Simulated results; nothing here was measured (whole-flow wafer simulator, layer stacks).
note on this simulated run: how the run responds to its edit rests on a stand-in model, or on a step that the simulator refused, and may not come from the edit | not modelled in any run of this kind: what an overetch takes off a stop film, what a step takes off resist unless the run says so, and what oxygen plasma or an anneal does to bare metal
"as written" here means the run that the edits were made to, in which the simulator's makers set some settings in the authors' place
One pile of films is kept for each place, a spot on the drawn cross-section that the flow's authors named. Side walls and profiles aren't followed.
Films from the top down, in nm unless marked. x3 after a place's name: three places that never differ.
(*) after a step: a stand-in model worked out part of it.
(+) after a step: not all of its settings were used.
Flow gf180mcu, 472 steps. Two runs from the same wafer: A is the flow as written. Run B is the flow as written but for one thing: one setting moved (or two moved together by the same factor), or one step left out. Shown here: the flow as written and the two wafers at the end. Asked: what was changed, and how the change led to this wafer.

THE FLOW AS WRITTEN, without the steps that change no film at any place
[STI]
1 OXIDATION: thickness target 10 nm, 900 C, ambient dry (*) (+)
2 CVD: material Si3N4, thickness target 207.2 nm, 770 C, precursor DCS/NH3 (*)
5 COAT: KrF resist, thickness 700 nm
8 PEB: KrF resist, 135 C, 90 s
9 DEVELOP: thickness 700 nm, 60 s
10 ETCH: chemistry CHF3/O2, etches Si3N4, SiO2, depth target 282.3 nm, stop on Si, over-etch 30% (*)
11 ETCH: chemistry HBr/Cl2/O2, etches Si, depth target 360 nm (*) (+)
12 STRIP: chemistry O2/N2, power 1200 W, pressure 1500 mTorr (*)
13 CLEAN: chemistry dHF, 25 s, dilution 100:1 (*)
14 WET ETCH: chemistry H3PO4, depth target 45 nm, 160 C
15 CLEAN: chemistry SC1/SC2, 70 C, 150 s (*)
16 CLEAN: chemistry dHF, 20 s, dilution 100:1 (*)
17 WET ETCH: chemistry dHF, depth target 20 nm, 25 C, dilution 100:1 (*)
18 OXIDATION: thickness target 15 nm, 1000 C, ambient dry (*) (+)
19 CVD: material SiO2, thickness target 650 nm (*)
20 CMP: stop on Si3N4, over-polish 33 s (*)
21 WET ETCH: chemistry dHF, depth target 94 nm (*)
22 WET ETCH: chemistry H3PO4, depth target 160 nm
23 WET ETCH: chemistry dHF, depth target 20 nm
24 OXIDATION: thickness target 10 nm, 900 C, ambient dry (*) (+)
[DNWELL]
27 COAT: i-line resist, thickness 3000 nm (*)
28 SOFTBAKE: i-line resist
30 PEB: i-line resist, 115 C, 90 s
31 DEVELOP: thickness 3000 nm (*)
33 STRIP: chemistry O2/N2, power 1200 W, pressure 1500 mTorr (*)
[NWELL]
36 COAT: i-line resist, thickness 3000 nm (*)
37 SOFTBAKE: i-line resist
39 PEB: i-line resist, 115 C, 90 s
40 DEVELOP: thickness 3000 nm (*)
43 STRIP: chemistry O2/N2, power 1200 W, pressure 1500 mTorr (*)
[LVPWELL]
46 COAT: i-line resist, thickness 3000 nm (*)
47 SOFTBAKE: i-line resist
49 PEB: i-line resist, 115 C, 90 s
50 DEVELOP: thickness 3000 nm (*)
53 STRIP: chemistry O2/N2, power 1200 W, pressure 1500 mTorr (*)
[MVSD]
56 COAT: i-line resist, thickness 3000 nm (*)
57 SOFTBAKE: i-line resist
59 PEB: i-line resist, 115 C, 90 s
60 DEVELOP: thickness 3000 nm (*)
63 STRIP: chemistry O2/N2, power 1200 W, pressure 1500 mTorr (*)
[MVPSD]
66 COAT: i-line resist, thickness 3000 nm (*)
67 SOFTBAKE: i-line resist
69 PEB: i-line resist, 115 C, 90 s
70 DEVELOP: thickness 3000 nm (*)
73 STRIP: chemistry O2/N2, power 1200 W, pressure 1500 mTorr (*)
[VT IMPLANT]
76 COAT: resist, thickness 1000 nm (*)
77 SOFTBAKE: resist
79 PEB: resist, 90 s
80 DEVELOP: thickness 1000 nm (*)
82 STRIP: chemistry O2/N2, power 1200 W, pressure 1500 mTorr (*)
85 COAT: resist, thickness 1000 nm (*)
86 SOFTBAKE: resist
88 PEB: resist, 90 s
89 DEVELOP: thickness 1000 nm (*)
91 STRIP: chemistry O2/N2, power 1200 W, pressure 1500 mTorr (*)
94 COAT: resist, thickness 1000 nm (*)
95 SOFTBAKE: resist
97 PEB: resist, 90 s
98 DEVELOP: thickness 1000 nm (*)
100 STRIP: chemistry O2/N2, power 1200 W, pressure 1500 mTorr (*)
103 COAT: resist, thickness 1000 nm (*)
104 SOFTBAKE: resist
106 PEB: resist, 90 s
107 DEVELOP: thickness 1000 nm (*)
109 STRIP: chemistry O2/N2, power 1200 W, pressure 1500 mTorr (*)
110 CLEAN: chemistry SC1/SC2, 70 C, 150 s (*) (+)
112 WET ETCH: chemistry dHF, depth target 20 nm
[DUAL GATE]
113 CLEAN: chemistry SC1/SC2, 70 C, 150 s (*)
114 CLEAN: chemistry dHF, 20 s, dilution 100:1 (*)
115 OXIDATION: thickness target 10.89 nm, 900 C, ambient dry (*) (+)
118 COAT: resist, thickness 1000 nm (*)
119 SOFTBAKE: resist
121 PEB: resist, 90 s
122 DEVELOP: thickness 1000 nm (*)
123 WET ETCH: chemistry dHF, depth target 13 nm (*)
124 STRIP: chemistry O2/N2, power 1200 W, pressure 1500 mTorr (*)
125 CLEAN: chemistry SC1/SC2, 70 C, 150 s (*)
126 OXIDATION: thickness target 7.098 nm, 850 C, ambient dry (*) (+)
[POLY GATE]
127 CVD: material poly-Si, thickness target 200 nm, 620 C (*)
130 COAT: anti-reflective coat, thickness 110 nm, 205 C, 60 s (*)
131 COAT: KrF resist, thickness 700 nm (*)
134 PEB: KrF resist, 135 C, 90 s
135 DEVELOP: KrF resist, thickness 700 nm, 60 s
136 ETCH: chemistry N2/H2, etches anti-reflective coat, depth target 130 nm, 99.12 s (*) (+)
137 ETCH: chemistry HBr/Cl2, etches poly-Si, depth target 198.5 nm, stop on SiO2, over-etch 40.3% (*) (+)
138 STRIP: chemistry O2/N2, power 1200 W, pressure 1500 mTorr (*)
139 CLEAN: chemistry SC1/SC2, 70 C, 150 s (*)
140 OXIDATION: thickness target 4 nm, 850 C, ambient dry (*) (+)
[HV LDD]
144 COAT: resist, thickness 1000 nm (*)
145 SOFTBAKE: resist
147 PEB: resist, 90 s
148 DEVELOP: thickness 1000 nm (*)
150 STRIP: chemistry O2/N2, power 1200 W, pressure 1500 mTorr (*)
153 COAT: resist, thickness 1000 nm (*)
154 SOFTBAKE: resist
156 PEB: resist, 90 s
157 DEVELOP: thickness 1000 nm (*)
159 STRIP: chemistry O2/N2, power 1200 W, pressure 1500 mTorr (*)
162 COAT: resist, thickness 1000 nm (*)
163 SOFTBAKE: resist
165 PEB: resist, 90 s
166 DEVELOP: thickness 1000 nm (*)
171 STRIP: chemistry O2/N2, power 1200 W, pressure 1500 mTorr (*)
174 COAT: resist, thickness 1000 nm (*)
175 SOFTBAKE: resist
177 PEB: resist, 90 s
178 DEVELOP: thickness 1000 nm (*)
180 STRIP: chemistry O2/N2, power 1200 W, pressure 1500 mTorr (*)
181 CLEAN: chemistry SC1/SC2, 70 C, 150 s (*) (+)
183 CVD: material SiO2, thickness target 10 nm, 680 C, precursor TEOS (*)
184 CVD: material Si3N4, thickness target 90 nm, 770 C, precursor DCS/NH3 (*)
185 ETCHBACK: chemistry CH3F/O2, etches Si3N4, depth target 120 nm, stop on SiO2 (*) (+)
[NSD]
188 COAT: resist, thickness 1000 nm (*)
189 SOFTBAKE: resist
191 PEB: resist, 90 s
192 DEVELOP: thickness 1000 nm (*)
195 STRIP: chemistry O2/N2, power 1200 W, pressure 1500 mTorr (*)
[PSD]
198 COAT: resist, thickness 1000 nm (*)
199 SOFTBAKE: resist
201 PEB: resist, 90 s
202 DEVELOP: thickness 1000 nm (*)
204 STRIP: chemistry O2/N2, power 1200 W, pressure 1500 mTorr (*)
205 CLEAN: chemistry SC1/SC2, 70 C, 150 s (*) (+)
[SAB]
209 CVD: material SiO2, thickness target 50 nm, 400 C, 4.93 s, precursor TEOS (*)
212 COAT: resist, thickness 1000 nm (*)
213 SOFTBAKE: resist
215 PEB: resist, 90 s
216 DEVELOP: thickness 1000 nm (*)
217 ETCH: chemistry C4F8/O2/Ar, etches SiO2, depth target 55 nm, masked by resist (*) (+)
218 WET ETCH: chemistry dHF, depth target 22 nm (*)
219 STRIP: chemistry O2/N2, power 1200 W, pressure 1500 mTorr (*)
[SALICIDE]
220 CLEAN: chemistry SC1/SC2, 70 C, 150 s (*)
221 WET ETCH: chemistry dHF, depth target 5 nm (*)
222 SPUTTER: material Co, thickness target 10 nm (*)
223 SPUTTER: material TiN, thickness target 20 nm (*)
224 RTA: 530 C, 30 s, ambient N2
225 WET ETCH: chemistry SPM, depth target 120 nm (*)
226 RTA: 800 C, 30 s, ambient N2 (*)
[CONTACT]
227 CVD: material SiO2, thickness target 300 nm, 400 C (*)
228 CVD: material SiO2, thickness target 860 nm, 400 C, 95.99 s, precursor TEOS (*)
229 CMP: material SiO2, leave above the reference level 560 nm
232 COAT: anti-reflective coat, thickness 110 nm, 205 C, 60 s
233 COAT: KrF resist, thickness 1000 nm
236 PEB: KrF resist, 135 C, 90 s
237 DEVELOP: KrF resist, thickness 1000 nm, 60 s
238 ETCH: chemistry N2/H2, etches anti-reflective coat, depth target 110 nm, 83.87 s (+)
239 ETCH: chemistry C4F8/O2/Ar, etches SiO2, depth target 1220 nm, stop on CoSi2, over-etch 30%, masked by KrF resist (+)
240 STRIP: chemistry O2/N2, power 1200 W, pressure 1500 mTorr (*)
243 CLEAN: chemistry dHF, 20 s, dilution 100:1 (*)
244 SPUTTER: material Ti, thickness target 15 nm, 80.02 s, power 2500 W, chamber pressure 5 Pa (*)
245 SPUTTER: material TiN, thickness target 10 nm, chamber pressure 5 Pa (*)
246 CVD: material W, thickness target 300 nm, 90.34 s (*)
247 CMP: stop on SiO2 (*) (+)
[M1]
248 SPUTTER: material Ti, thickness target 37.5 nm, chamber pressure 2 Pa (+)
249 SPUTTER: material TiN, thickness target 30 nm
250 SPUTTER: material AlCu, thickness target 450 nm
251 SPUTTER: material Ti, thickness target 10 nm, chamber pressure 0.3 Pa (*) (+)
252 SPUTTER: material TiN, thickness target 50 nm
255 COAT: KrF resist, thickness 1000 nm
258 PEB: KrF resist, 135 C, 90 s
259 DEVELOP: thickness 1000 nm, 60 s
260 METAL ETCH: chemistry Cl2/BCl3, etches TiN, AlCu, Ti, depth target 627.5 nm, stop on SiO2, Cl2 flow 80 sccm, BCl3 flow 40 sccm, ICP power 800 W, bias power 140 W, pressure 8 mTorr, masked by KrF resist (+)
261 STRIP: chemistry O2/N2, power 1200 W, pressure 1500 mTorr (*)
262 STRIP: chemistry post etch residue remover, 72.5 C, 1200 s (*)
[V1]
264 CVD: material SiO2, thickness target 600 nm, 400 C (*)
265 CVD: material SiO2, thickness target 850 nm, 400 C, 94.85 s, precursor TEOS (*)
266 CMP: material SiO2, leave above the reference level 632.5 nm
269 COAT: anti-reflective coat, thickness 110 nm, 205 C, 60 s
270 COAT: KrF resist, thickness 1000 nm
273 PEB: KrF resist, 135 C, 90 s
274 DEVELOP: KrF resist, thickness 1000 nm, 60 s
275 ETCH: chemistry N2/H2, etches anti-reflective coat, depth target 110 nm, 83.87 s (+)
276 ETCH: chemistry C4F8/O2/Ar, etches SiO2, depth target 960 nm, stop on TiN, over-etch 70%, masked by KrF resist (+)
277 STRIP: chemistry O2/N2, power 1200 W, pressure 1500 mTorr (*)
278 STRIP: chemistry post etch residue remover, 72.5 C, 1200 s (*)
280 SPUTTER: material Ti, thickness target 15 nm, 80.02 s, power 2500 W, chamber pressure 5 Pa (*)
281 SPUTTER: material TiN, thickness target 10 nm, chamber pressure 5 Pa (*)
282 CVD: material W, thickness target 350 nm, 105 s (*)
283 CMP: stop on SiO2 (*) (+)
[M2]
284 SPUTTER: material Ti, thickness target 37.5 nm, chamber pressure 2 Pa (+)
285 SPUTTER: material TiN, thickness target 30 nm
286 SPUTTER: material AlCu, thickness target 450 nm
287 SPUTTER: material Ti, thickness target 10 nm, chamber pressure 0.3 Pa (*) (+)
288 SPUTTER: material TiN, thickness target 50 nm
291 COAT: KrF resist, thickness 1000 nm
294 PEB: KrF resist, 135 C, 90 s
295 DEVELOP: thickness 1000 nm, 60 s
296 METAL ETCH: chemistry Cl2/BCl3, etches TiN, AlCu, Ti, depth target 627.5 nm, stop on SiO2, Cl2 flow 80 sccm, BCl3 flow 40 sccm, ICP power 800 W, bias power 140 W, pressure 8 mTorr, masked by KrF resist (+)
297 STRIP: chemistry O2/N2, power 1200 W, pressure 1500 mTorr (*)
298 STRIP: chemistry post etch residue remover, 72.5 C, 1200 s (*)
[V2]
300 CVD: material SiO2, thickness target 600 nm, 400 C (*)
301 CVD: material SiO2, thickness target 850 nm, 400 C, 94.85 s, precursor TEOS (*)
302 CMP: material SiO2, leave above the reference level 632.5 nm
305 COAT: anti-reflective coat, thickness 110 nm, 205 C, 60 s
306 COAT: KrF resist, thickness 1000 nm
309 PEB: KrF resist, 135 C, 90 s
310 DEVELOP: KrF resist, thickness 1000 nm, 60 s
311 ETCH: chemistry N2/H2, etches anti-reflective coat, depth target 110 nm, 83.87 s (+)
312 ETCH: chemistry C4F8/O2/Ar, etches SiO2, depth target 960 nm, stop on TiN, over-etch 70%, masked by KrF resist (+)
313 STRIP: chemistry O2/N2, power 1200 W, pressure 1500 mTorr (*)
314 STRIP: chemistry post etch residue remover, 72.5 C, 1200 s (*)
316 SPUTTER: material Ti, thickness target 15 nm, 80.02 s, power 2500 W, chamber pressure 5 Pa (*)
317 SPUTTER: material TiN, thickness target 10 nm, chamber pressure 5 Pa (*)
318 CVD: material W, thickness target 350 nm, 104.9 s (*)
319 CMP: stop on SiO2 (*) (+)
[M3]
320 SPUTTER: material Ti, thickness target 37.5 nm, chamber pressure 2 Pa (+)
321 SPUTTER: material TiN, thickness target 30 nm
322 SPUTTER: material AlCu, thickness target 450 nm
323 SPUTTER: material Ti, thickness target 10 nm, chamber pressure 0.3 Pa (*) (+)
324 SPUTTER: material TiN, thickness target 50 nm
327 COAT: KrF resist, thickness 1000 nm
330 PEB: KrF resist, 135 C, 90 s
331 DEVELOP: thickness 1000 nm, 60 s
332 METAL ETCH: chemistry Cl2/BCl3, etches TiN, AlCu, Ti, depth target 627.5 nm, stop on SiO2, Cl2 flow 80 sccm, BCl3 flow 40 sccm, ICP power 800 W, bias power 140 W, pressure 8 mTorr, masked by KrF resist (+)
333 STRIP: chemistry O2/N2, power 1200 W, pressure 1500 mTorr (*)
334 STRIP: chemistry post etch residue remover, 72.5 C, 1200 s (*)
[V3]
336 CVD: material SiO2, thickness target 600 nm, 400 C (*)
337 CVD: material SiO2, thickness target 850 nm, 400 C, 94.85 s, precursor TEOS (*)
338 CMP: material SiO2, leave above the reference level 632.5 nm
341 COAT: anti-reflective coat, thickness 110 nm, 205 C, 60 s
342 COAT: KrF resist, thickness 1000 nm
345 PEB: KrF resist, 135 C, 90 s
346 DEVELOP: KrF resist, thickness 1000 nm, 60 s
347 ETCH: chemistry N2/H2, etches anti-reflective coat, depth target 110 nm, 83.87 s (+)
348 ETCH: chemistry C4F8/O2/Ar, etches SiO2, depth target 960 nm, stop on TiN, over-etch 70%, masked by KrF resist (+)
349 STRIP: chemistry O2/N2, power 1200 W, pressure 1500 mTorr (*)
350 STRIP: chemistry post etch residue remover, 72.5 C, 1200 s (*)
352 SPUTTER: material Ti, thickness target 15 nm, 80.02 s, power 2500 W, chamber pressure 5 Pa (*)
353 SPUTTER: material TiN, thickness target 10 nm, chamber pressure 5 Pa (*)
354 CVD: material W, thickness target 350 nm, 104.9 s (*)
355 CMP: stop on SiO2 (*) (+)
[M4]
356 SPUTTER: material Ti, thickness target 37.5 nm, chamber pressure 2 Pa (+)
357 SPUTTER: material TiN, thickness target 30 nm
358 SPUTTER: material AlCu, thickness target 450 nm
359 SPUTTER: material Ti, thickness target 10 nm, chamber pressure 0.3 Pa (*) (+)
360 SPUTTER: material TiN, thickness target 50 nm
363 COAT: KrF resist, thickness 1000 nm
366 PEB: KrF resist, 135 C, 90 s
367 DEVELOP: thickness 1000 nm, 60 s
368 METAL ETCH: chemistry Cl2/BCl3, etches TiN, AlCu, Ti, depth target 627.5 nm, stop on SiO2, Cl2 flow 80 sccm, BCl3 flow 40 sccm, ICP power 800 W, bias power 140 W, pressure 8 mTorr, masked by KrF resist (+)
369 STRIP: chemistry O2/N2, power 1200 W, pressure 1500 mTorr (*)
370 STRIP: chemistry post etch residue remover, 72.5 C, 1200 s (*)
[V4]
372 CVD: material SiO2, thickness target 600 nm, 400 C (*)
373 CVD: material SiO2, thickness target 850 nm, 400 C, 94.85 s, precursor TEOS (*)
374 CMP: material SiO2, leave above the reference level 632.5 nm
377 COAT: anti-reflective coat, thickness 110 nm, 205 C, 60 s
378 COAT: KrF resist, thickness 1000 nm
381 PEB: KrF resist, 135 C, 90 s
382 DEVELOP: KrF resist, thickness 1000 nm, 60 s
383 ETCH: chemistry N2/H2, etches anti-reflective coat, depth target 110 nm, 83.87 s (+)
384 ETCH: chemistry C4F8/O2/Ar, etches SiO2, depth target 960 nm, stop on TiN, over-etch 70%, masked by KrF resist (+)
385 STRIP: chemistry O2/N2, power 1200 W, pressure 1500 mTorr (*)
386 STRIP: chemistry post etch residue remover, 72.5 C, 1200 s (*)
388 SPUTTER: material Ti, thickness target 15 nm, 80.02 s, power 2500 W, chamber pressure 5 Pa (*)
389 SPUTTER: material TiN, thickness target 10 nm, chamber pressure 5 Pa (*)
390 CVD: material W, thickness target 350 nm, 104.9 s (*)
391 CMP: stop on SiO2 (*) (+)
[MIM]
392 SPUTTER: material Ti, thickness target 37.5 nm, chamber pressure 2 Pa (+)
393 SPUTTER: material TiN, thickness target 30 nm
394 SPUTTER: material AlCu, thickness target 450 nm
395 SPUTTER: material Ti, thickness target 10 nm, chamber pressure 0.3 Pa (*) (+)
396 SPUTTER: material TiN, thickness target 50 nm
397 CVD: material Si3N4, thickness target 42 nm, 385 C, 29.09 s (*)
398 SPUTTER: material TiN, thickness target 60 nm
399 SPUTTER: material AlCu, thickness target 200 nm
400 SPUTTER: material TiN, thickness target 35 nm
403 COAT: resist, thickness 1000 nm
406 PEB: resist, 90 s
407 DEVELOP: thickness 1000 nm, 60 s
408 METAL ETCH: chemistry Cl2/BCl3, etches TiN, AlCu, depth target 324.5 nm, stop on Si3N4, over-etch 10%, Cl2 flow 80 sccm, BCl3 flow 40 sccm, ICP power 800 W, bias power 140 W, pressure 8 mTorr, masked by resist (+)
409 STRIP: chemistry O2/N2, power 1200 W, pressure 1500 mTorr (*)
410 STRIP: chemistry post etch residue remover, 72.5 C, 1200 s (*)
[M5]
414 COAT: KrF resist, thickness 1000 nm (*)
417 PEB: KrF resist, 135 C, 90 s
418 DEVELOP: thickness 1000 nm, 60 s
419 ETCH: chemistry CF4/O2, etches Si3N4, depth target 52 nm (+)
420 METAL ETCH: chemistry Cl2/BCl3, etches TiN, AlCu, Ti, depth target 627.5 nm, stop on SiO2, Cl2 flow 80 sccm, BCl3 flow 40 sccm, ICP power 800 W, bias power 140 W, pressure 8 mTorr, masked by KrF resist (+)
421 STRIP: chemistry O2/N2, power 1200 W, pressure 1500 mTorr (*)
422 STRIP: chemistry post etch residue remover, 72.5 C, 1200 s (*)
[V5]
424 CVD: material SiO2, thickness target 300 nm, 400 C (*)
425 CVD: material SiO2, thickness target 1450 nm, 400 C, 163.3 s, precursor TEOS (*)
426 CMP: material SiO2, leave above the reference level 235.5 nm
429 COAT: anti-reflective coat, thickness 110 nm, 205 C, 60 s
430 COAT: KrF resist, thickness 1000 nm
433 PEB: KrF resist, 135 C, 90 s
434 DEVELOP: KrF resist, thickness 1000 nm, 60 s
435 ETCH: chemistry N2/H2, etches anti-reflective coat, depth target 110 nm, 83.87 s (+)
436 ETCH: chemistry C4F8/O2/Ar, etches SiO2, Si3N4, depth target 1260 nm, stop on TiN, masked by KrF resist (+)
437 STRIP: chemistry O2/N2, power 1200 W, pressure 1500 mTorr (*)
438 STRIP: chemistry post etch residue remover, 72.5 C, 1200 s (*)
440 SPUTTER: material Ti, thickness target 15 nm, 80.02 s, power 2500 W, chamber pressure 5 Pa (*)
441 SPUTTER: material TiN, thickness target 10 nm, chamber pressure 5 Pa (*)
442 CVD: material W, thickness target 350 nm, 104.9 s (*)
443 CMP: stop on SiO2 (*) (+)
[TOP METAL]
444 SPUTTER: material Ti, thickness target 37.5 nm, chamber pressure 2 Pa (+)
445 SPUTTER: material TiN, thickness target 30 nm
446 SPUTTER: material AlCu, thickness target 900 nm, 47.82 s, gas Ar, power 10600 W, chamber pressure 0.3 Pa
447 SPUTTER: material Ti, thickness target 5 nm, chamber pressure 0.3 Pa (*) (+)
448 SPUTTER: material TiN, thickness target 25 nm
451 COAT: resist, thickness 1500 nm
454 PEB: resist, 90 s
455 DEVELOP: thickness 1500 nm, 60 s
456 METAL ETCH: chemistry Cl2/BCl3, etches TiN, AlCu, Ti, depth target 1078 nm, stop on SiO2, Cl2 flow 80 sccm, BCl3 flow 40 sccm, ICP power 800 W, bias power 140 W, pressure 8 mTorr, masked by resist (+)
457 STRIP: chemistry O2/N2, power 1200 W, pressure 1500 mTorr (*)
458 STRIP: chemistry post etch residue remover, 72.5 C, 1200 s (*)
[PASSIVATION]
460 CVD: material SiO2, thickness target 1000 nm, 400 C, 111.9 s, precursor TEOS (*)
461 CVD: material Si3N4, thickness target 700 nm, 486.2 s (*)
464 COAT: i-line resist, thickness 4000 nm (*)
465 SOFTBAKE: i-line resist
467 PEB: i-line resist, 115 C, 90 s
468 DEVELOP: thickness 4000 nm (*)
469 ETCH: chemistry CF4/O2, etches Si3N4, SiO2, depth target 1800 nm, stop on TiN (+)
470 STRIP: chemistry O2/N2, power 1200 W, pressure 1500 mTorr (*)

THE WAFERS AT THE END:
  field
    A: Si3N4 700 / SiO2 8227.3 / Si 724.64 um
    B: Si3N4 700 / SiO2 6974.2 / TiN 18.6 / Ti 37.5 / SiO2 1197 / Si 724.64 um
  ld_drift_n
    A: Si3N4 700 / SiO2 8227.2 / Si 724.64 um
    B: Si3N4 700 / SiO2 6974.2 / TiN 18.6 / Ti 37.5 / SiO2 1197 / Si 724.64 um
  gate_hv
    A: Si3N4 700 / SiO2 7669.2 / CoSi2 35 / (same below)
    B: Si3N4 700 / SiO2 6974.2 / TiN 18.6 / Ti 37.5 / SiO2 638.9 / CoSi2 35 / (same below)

The cause: step 260, METAL ETCH: depth target 521 nm was run, where the flow has depth target 627.5 nm.

How the change led to this, step by step:
  260 METAL ETCH: chemistry Cl2/BCl3, etches TiN, AlCu, Ti, depth target 627.5 nm, stop on SiO2, Cl2 flow 80 sccm, BCl3 flow 40 sccm, ICP power 800 W, bias power 140 W, pressure 8 mTorr, masked by KrF resist (+)
      field, field__w1, field__w2 and 99 more: A TiN -50 (all of it), Ti -10 (all of it), AlCu -450 (all of it), TiN -30 (all of it), Ti -37.5 (all of it) | B TiN -50 (all of it), Ti -10 (all of it), AlCu -450 (all of it), TiN -11
      field__w8, contact, m1 and 6 more: A KrF resist -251 | B KrF resist -208.4
  261 STRIP: chemistry O2/N2, power 1200 W, pressure 1500 mTorr (*)
      field__w8, contact, m1 and 6 more: A KrF resist -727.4 (all of it) | B KrF resist -770 (all of it)
  264 CVD: material SiO2, thickness target 600 nm, 400 C (*)
      field, field__w1, field__w2 and 99 more: A SiO2 +600 | B SiO2 +600 (new film)
  266 CMP: material SiO2, leave above the reference level 632.5 nm
      field, field__w1, field__w2 and 99 more: A SiO2 -300 | B SiO2 -356.1
Counting metal films that touch as one body, field has 1 body; the flow as written gives 0 bodies.
Counting metal films that touch as one body, ld_drift_n has 1 body; the flow as written gives 0 bodies.
Counting metal films that touch as one body, gate_hv has 2 bodies (between them, from the top down: SiO2 638.9); the flow as written gives 1 body.
